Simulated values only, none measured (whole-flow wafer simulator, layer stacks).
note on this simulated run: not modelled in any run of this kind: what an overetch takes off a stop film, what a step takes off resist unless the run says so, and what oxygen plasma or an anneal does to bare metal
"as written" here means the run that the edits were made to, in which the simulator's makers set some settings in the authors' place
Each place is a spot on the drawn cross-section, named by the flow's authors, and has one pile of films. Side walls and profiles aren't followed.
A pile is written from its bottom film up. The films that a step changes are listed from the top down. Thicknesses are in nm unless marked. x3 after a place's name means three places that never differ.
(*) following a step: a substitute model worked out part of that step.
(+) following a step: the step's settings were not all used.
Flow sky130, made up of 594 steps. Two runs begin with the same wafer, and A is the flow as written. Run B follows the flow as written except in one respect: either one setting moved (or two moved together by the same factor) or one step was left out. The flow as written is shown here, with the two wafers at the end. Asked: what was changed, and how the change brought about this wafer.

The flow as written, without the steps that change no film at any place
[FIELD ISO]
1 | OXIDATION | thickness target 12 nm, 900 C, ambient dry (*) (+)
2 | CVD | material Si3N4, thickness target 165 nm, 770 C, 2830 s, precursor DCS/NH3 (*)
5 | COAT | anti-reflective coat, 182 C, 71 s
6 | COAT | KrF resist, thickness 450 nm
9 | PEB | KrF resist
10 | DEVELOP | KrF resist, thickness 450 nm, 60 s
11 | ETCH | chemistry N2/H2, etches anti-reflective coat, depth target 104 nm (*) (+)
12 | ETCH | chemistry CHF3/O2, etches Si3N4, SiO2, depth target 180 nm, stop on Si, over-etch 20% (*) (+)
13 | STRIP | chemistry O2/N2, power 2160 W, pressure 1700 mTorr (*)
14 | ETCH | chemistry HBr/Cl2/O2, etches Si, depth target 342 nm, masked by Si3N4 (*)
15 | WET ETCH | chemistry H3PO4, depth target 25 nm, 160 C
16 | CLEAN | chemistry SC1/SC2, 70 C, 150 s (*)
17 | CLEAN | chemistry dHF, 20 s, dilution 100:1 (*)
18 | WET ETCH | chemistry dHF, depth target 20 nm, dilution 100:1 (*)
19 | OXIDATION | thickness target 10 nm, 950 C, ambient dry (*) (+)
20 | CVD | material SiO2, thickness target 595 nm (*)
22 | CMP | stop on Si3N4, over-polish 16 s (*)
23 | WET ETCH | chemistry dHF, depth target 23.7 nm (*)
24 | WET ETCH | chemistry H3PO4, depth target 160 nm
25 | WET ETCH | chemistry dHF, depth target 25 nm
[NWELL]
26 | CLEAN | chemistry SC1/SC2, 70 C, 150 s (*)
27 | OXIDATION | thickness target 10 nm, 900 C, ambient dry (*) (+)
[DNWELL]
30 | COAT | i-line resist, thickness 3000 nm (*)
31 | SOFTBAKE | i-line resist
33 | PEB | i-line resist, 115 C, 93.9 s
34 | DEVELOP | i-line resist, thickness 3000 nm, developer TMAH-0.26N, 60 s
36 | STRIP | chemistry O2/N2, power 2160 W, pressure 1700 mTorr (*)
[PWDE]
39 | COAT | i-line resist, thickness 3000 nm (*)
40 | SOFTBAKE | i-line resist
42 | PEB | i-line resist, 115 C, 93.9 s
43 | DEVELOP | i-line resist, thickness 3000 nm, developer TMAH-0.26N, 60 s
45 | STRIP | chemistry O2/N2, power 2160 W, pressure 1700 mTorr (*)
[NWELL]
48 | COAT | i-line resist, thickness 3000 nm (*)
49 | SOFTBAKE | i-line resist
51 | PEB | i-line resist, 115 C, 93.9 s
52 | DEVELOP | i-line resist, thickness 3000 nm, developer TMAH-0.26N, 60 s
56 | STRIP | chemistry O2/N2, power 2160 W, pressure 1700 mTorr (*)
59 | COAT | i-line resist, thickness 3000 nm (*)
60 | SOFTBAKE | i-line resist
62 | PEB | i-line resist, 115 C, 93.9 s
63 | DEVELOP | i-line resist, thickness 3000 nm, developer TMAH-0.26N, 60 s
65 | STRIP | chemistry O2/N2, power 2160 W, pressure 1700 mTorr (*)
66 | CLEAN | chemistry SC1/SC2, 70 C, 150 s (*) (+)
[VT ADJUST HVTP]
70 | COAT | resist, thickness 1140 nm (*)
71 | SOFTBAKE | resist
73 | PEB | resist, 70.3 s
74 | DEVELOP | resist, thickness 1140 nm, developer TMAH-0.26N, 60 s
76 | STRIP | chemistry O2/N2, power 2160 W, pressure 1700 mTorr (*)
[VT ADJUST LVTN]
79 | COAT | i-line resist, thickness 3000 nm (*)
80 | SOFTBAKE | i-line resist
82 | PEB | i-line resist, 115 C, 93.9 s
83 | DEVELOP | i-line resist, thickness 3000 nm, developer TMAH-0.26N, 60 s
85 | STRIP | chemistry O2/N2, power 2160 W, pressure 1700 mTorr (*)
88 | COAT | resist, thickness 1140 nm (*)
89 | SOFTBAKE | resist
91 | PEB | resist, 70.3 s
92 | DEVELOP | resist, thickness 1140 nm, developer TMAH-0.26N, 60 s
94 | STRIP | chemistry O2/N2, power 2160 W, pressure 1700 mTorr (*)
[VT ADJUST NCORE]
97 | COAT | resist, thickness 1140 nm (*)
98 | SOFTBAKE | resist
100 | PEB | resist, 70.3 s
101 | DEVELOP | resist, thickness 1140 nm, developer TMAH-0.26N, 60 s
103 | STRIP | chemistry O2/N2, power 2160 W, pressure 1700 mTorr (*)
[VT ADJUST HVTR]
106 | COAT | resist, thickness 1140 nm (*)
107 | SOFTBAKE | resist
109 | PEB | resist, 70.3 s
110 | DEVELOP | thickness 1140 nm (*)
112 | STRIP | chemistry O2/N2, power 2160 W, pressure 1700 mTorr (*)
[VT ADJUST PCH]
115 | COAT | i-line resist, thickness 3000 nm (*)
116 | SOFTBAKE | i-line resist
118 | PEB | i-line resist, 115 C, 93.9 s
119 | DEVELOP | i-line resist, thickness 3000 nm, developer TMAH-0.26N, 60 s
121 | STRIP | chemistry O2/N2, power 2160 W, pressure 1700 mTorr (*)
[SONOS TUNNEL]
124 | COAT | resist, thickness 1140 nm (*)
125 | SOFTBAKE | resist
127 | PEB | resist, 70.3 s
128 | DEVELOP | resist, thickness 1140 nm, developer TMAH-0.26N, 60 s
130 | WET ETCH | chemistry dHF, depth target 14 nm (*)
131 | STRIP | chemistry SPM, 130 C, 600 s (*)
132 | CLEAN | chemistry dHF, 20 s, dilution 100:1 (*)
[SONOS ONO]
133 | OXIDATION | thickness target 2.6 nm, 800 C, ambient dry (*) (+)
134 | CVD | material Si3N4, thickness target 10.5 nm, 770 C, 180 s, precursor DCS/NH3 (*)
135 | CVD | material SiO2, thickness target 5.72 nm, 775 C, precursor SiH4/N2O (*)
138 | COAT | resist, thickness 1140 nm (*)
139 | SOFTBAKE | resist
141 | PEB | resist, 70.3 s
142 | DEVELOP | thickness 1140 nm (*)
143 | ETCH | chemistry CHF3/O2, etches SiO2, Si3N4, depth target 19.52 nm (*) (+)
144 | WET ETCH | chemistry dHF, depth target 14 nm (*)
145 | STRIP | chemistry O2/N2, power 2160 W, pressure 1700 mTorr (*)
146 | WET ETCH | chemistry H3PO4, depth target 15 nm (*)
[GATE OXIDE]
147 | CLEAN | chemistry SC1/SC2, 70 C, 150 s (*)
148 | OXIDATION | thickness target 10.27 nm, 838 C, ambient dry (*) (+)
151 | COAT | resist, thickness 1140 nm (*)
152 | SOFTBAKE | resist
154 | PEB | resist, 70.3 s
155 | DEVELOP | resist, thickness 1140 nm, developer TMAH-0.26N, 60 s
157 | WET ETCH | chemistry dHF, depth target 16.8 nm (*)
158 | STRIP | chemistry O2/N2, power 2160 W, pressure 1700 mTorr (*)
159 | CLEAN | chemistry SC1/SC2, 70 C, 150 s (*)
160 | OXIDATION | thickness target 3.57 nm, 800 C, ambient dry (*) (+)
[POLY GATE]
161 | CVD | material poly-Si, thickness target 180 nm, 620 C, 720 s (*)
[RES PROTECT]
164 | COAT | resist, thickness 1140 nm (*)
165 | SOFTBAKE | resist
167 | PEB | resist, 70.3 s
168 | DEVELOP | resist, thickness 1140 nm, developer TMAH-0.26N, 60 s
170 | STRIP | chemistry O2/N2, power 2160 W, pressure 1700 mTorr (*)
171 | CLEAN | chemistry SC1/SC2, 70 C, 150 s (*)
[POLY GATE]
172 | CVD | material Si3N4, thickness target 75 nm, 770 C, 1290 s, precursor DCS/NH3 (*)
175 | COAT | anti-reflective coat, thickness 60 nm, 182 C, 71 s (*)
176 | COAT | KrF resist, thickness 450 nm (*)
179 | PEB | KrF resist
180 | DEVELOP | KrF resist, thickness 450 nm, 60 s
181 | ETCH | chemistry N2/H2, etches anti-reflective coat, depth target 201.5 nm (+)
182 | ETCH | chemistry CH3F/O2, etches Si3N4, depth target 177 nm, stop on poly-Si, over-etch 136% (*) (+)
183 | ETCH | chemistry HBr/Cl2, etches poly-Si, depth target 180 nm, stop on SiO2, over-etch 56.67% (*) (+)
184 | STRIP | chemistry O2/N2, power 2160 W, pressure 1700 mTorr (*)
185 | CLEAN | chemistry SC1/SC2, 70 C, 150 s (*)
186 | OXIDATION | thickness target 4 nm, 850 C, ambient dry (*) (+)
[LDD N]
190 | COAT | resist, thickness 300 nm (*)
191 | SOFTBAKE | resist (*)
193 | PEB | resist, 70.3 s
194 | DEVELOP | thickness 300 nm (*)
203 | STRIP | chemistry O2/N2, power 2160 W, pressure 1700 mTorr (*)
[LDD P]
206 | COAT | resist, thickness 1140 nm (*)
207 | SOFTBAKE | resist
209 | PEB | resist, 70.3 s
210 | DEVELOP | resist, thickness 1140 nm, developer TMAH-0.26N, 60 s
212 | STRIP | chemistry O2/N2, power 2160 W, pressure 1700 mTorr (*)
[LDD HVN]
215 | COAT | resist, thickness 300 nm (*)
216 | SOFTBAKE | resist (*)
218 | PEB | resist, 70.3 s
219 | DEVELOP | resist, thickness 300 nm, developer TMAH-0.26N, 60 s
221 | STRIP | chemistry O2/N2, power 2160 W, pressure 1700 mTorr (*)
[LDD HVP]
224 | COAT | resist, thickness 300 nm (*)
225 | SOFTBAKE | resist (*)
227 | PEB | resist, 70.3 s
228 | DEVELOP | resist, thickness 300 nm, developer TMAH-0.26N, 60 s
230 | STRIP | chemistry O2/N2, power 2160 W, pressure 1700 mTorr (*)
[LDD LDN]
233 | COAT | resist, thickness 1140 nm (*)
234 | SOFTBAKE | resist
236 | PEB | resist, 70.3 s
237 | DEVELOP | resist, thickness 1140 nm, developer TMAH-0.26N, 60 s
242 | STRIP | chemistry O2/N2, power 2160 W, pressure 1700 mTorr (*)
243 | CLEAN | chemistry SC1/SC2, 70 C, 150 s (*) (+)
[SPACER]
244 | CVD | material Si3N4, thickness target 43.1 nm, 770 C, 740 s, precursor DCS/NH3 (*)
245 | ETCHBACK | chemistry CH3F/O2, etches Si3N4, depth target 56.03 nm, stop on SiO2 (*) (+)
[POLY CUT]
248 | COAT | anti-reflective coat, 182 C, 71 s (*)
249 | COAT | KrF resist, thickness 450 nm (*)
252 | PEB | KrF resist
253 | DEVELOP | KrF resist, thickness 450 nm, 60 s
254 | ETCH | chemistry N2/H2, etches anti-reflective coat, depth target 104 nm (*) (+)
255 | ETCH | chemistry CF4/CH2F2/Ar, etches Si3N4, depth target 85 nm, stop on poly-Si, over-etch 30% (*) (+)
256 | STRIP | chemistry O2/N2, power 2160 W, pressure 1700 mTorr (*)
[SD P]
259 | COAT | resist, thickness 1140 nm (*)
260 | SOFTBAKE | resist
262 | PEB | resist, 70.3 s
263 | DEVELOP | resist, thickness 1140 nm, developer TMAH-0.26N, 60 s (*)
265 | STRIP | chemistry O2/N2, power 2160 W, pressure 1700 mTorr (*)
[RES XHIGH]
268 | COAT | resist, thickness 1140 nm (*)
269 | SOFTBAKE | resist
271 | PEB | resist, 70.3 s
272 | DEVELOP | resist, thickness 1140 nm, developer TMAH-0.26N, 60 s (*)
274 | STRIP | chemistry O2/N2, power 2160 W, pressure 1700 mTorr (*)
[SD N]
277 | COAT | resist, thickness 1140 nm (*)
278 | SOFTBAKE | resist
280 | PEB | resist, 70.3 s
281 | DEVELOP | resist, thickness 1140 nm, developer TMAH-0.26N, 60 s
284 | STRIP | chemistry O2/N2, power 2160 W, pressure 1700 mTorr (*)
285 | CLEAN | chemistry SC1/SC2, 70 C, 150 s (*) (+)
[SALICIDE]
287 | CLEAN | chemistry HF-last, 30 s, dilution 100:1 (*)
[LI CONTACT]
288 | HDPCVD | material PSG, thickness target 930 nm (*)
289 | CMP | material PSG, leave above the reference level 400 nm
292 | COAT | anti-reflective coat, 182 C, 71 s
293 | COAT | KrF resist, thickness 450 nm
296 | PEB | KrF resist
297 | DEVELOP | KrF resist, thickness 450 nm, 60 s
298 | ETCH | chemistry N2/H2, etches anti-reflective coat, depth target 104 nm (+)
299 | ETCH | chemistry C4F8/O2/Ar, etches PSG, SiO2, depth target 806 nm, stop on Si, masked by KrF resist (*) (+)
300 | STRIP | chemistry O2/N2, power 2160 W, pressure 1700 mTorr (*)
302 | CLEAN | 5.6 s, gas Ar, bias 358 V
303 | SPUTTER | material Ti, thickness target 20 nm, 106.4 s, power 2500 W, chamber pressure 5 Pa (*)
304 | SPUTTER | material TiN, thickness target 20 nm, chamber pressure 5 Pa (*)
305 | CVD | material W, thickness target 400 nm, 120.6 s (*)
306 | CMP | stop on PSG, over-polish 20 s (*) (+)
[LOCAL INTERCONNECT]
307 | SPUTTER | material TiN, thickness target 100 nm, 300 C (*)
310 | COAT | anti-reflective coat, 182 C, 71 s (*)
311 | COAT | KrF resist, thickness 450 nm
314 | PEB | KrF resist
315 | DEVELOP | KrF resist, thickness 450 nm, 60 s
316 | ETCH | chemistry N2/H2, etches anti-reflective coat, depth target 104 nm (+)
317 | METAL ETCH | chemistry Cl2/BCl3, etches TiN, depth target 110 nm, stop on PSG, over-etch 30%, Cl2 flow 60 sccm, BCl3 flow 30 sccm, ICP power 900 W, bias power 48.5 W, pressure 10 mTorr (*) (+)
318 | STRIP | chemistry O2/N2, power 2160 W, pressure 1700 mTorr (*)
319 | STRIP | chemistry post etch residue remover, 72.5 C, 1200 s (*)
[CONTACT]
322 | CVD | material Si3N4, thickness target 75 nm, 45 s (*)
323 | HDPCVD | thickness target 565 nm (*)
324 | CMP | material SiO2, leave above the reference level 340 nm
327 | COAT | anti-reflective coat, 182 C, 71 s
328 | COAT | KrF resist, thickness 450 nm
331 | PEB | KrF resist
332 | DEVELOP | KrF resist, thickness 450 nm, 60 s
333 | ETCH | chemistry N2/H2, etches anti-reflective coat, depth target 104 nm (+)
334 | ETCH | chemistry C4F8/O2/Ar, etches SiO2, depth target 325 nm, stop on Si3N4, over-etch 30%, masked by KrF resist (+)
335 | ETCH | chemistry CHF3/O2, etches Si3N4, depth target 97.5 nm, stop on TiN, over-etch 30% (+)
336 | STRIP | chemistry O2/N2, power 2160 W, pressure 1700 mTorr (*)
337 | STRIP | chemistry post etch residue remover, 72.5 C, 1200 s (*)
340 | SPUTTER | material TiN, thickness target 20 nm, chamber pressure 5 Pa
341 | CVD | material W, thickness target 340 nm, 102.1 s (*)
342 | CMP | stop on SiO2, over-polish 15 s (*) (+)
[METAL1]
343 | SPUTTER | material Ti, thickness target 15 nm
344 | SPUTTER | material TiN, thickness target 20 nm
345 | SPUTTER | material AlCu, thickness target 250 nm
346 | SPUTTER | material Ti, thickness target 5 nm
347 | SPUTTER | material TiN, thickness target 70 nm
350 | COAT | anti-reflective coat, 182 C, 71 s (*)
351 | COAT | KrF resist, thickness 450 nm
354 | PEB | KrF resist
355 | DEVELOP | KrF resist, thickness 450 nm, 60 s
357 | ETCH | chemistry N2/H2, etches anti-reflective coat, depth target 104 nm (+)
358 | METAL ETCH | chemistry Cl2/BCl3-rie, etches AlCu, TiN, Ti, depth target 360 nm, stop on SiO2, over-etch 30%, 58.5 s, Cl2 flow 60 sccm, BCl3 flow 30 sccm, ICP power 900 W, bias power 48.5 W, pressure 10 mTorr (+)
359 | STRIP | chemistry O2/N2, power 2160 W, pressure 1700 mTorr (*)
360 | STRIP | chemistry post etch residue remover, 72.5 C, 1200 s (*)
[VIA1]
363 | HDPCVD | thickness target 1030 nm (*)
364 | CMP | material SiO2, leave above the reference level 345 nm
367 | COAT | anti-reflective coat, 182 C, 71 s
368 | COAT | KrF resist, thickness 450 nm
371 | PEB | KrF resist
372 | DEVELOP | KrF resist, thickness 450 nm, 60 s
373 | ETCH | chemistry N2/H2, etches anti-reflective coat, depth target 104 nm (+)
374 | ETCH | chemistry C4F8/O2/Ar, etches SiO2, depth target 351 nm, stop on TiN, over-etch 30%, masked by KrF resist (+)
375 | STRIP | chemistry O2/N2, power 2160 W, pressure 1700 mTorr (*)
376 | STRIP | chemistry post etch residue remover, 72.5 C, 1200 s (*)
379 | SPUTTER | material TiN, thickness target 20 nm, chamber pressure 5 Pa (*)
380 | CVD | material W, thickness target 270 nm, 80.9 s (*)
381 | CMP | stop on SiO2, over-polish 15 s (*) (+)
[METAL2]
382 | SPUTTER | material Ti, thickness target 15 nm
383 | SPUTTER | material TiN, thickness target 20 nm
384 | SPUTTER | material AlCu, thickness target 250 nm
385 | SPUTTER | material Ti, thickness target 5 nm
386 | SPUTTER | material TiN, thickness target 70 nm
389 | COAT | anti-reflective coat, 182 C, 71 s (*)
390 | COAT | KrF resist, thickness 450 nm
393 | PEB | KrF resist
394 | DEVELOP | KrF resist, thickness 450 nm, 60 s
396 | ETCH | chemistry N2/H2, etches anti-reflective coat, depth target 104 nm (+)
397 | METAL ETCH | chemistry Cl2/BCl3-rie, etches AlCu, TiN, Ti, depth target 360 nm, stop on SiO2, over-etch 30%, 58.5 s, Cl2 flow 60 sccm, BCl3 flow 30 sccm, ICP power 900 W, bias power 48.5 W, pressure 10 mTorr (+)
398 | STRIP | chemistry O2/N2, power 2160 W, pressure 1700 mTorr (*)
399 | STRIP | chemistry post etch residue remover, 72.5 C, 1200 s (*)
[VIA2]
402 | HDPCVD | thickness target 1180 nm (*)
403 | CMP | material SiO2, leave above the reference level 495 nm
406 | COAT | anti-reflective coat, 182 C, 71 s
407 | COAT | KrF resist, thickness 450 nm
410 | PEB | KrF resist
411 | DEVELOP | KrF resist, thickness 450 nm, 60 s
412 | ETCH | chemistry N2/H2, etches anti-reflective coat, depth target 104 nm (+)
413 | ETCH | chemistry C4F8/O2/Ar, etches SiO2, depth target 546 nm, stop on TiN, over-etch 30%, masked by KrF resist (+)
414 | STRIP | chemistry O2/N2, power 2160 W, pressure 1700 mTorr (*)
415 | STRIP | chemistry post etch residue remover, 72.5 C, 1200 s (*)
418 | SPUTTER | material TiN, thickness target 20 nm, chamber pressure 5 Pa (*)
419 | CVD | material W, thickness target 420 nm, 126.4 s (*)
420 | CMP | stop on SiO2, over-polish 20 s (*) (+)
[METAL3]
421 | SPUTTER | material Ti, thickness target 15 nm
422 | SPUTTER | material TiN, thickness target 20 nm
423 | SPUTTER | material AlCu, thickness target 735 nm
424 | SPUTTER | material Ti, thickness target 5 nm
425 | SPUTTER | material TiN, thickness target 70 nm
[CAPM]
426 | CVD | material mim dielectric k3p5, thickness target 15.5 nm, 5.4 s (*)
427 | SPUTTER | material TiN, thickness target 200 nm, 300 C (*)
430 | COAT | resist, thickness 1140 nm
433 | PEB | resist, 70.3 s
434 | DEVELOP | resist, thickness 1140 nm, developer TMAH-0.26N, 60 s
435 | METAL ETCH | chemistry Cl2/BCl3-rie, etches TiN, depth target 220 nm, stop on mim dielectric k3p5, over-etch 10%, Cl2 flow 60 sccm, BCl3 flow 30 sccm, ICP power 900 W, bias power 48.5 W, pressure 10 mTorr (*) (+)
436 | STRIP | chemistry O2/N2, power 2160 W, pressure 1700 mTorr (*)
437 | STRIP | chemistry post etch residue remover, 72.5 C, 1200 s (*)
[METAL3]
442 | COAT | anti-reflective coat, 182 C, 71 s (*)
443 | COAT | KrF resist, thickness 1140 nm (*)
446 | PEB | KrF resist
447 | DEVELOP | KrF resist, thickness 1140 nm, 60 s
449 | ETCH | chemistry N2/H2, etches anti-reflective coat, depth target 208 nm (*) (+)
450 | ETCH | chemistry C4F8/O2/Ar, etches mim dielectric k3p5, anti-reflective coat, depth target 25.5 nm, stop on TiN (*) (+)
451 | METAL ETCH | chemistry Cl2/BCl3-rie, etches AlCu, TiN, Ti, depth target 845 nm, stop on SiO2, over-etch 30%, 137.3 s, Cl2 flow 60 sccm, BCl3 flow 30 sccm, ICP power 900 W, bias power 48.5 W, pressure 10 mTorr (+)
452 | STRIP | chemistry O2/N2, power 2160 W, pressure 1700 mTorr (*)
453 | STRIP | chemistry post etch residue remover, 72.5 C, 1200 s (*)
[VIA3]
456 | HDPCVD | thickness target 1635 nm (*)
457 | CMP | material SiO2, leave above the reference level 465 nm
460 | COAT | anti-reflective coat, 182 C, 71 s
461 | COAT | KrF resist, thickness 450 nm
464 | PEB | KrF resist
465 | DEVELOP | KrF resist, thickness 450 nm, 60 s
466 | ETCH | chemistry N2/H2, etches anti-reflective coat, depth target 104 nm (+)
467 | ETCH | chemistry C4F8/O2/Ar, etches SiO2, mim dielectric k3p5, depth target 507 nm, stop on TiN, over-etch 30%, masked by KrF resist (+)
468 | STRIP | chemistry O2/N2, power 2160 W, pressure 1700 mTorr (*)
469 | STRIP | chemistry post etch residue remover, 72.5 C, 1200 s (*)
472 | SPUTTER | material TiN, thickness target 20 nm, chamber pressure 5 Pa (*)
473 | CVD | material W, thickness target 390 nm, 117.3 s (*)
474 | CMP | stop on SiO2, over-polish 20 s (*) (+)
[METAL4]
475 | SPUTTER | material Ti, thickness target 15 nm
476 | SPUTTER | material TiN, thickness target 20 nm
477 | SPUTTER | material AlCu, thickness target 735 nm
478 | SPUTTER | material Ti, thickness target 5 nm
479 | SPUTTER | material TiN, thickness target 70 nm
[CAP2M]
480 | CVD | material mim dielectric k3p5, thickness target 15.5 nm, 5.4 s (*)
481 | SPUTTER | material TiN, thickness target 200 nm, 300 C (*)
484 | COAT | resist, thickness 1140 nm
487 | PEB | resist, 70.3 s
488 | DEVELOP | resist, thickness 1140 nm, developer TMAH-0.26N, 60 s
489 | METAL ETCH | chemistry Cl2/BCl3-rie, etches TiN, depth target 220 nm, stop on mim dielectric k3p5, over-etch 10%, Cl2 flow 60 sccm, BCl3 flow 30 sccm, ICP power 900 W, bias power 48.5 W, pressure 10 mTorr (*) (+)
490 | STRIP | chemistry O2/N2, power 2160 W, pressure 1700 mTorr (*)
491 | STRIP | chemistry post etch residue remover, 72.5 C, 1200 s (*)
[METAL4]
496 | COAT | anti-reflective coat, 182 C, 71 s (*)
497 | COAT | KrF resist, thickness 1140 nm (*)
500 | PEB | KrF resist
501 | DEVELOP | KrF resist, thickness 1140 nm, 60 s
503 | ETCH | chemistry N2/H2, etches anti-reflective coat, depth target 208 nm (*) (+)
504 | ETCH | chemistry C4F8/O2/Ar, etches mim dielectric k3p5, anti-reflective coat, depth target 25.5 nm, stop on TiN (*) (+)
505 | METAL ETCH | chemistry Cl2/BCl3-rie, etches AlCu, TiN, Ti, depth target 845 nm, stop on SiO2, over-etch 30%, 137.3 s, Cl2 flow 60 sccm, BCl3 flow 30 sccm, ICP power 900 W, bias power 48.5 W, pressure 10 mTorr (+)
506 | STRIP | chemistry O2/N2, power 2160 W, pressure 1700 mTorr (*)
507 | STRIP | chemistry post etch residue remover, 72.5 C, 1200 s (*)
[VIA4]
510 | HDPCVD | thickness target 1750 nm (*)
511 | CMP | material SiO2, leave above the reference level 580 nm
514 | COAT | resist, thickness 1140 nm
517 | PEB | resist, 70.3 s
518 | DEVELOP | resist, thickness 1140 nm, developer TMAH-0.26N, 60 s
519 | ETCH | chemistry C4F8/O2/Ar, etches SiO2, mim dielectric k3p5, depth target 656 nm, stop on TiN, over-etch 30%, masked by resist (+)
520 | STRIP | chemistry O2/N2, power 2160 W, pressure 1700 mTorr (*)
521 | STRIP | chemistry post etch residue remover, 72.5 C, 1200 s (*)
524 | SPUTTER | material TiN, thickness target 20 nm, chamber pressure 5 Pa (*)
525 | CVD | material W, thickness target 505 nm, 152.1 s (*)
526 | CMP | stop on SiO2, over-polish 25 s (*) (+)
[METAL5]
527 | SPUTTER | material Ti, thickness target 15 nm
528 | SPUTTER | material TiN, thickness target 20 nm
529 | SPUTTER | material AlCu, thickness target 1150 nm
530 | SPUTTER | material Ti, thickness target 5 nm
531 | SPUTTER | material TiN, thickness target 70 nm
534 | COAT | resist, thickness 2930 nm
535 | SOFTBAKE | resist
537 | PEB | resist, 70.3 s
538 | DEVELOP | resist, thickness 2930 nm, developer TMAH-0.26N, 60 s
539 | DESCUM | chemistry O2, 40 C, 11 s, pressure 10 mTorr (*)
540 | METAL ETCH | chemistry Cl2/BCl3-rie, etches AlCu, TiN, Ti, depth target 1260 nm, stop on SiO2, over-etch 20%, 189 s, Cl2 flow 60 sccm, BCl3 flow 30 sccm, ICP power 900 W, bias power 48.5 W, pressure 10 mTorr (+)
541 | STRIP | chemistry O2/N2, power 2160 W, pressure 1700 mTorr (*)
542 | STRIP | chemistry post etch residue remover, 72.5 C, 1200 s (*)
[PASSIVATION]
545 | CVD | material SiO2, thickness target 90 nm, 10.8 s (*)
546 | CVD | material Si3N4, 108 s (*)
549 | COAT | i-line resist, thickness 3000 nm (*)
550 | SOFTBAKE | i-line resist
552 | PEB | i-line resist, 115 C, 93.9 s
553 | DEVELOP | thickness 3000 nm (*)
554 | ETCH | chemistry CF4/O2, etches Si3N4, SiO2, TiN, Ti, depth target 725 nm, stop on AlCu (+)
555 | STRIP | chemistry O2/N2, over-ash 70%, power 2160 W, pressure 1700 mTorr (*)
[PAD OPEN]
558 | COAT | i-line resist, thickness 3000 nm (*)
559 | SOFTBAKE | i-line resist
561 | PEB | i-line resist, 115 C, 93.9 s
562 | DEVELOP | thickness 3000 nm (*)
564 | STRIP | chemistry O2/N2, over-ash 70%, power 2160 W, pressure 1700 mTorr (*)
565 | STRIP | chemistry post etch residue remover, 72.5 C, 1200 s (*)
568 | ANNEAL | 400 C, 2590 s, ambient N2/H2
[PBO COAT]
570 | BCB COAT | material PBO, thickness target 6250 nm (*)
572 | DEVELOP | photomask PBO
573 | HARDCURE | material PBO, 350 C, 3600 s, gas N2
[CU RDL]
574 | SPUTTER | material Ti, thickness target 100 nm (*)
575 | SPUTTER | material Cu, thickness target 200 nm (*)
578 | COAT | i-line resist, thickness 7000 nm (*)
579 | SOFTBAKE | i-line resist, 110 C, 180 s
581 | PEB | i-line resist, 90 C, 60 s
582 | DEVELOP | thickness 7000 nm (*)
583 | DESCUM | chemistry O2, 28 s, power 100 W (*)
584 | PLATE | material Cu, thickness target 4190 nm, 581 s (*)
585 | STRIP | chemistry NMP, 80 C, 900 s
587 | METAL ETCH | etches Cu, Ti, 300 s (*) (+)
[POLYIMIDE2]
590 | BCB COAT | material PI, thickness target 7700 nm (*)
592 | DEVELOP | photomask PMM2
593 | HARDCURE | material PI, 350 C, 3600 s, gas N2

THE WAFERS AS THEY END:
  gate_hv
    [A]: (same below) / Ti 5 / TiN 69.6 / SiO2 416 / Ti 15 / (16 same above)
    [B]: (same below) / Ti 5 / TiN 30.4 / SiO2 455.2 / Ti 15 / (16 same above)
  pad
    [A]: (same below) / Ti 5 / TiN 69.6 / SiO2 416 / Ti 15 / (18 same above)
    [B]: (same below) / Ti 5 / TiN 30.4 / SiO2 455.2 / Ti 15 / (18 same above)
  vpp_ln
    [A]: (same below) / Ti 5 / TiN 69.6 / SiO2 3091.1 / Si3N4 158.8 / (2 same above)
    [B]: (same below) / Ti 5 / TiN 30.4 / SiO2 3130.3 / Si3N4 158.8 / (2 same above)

What caused this: step 386, SPUTTER: thickness target 30.8 nm was run, whereas the flow has thickness target 70 nm.

How this came from the change, step by step:
  386 | SPUTTER | material TiN, thickness target 70 nm
      field, active, n_well and 188 more: A TiN gains 70 (new film) | B TiN gains 30.8 (new film)
  397 | METAL ETCH | chemistry Cl2/BCl3-rie, etches AlCu, TiN, Ti, depth target 360 nm, stop on SiO2, over-etch 30%, 58.5 s, Cl2 flow 60 sccm, BCl3 flow 30 sccm, ICP power 900 W, bias power 48.5 W, pressure 10 mTorr (+)
      field, active, gate and 82 more: A TiN loses 68.7 (all of it), Ti loses 5 (all of it), AlCu loses 250 (all of it), TiN loses 20 (all of it), Ti loses 15 (all of it), SiO2 loses 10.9 | B TiN loses 29.5 (all of it), Ti loses 5 (all of it), AlCu loses 250 (all of it), TiN loses 20 (all of it), Ti loses 15 (all of it), SiO2 loses 14.9
  403 | CMP | material SiO2, leave above the reference level 495 nm
      n_well, p_well, gate_hv and 101 more: A SiO2 loses 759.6 | B SiO2 loses 720.4
      m1, via1_hole: A SiO2 loses 759.1 | B SiO2 loses 719.9
  413 | ETCH | chemistry C4F8/O2/Ar, etches SiO2, depth target 546 nm, stop on TiN, over-etch 30%, masked by KrF resist (+)
      m1: A SiO2 loses 420.3 (all of it) | B SiO2 loses 459.5 (all of it)
      via2_hole: A SiO2 loses 419.8 (all of it) | B SiO2 loses 459 (all of it)
  418 | SPUTTER | material TiN, thickness target 20 nm, chamber pressure 5 Pa (*)
      m1: A TiN gains 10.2 | B TiN gains 9.67
      via2_hole: A TiN gains 10.2 | B TiN gains 9.66
  419 | CVD | material W, thickness target 420 nm, 126.4 s (*)
      m1: A W gains 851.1 (new film) | B W gains 890.8 (new film)
      via2_hole: A W gains 850.7 (new film) | B W gains 890.4 (new film)
